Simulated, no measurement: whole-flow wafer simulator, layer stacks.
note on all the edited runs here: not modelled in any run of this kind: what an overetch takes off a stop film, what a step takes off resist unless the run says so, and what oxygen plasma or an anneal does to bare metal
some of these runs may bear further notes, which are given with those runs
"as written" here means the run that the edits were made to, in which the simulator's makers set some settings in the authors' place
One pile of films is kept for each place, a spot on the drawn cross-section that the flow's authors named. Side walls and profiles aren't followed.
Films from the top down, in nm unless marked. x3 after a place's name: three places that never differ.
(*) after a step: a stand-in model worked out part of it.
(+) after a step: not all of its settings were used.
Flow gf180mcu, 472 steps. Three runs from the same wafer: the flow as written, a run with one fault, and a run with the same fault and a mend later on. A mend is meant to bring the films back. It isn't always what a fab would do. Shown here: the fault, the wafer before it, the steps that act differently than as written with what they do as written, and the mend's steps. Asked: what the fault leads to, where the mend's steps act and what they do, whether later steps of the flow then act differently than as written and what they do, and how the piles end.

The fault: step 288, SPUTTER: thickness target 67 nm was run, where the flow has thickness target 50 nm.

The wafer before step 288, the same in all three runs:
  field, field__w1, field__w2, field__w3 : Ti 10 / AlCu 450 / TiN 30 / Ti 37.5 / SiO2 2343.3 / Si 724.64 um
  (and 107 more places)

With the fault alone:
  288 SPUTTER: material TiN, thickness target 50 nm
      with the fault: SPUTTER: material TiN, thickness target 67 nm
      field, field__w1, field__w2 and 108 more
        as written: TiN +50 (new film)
        with the fault: TiN +67 (new film)
  Later steps of the flow that act differently than as written (5 more steps differ only slightly, by at most 2% or 0.5 nm, whichever is larger, and aren't shown):
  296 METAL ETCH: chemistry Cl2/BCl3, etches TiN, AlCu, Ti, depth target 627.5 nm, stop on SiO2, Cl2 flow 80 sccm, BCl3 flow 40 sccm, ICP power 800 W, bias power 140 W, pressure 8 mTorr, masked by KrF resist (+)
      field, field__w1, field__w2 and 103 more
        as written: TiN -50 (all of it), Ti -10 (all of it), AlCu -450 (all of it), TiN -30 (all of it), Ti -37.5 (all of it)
        with the fault: TiN -67 (all of it), Ti -10 (all of it), AlCu -450 (all of it), TiN -30 (all of it), Ti -37.5 (all of it)
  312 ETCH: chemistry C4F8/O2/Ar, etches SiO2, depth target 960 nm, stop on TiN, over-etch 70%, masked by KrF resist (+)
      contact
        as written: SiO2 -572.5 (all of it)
        with the fault: SiO2 -555.5 (all of it)
  At the end the piles differ from the flow's by more than 2% or 0.5 nm, whichever is larger, at field__w8, contact, m1, m1__w1, m1_nw.
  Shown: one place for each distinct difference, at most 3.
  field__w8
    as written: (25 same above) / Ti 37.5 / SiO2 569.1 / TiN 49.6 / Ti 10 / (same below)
    with the fault: (25 same above) / Ti 37.5 / SiO2 552.1 / TiN 66.6 / Ti 10 / (same below)
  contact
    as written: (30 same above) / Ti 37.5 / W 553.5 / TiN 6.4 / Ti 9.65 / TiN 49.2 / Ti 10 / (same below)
    with the fault: (30 same above) / Ti 37.5 / W 536.3 / TiN 6.47 / Ti 9.75 / TiN 66.2 / Ti 10 / (same below)

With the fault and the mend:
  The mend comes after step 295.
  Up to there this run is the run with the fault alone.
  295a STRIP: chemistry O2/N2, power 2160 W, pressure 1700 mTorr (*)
      field__w8, contact, m1, m1__w1, m1_nw
        KrF resist -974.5 (all of it)
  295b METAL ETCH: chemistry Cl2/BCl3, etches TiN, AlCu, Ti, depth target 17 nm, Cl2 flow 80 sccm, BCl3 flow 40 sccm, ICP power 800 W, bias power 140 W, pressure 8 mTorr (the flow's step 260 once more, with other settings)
      field, field__w1, field__w2 and 108 more
        TiN -17
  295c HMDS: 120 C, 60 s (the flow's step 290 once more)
      changes no film at any place that is followed
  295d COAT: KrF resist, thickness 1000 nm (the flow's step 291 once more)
      field, field__w1, field__w2 and 108 more
        KrF resist +1000 (new film)
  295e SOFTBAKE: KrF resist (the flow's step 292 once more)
      changes no film at any place that is followed
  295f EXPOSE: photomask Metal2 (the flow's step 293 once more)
      changes no film at any place that is followed
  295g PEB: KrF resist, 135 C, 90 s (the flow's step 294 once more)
      field, field__w1, field__w2 and 108 more
        KrF resist -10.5
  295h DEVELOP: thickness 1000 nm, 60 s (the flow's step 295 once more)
      field, field__w1, field__w2 and 103 more
        KrF resist -989.5 (all of it)
      field__w8, contact, m1, m1__w1, m1_nw
        KrF resist -14.9
  No later step of the flow acts differently than as written at any place that is followed.
  At the end the piles are the same as the flow's at every place that both follow.
